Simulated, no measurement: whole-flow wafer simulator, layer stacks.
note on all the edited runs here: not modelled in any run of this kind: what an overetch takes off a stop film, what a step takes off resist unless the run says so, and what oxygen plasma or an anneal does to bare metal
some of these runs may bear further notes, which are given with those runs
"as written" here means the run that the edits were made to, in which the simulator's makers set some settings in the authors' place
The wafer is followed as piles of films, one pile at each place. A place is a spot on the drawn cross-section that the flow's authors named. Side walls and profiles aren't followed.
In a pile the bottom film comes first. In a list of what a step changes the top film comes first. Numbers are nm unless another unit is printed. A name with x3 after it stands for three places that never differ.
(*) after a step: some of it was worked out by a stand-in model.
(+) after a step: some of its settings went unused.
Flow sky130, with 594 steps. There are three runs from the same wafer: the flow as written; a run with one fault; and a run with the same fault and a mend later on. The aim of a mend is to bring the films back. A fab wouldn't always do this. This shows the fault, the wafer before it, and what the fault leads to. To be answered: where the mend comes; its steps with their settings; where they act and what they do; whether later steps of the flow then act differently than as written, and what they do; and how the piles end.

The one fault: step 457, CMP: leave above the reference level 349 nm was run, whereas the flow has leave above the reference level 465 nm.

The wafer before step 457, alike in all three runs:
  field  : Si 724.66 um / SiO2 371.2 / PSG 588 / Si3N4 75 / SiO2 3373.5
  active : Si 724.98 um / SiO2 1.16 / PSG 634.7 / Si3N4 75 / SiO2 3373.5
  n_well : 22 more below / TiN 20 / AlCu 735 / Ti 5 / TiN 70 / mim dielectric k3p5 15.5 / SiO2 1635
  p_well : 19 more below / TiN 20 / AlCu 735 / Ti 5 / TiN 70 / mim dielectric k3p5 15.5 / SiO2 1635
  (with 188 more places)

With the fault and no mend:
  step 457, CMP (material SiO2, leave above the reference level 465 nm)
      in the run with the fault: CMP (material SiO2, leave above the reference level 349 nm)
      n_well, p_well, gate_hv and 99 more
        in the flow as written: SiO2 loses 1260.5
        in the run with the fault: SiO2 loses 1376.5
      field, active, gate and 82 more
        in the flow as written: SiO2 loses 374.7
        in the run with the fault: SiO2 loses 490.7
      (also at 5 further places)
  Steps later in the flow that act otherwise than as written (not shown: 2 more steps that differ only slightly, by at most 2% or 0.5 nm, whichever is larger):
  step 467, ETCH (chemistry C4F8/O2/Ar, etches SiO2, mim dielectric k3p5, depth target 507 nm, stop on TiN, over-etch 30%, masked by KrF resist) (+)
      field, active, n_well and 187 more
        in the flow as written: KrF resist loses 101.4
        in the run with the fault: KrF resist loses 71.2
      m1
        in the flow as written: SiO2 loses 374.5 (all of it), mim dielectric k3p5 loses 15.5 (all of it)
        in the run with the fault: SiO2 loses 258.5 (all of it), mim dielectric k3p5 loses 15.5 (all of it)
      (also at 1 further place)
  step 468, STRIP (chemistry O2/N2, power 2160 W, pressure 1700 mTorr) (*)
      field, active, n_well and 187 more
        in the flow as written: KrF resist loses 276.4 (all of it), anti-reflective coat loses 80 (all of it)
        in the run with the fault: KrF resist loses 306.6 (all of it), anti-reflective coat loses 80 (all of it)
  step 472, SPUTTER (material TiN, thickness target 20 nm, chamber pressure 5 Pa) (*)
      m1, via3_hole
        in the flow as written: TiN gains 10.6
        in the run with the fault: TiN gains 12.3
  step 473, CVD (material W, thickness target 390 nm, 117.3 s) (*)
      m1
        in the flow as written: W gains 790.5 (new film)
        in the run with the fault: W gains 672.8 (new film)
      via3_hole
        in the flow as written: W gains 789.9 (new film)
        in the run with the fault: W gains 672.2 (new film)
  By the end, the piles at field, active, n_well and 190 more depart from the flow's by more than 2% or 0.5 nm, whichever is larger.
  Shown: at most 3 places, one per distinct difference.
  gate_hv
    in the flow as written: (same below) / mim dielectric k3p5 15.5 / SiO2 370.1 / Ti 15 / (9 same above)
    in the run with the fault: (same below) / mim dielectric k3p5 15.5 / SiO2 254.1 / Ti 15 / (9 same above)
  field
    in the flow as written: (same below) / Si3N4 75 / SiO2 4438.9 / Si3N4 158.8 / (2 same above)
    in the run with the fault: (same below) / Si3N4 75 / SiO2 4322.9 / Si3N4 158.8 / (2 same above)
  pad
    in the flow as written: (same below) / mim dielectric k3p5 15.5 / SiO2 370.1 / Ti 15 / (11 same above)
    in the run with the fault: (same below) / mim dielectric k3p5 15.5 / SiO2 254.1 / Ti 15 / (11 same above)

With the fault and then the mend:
  After step 457 comes the mend.
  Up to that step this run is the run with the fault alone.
  step 457a, HDPCVD (thickness target 116 nm) (*) (a further turn of the flow's step 456, with different settings)
      field, active, n_well and 189 more
        SiO2 gains 116
  Every later step of the flow that is run acts as written, at every place that is followed, to within 2% or 0.5 nm, whichever is larger.
  The piles end the same as the flow's at every place that both follow.
